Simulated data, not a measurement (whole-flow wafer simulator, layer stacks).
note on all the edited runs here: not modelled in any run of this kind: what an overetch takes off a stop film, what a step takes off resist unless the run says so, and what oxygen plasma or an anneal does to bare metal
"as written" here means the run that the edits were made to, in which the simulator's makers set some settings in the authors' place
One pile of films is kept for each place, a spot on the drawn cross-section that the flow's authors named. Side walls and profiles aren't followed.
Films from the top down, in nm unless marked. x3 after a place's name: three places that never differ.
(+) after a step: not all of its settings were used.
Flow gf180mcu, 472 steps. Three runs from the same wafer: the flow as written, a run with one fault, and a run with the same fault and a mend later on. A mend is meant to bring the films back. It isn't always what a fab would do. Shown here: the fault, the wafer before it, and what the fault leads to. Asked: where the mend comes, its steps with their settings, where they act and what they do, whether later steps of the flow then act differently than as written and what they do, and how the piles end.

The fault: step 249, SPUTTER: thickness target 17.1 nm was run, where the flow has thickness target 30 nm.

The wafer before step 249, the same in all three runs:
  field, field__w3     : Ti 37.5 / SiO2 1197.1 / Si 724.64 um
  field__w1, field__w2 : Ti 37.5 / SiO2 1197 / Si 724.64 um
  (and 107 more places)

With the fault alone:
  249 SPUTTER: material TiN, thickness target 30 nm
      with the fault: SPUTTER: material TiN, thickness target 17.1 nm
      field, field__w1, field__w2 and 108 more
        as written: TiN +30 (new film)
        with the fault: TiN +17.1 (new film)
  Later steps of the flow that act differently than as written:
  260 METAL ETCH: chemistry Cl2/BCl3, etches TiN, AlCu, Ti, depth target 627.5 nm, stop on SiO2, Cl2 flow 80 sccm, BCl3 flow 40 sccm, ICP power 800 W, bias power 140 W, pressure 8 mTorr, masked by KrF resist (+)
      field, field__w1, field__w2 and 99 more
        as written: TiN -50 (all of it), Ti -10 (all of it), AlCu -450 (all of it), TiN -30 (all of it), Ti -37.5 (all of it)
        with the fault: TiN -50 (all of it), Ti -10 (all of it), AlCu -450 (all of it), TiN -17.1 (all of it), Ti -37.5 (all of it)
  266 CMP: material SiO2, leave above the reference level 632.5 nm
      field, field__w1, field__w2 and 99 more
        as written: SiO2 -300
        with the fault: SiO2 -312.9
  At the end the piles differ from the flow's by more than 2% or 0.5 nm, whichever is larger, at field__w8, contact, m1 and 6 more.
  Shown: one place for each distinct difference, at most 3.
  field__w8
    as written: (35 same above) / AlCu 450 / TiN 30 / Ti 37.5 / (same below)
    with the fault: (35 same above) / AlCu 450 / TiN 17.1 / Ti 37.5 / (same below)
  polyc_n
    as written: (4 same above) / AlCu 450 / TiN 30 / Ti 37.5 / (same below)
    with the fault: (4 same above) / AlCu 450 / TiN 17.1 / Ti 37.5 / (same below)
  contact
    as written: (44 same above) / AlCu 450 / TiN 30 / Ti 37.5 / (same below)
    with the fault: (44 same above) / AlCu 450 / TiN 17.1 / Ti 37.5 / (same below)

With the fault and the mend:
  The mend comes after step 249.
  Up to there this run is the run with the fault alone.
  249a SPUTTER: material TiN, thickness target 12.9 nm (the flow's step 249 once more, with other settings)
      field, field__w1, field__w2 and 108 more
        TiN +12.9
  No later step of the flow acts differently than as written at any place that is followed.
  At the end the piles are the same as the flow's at every place that both follow.
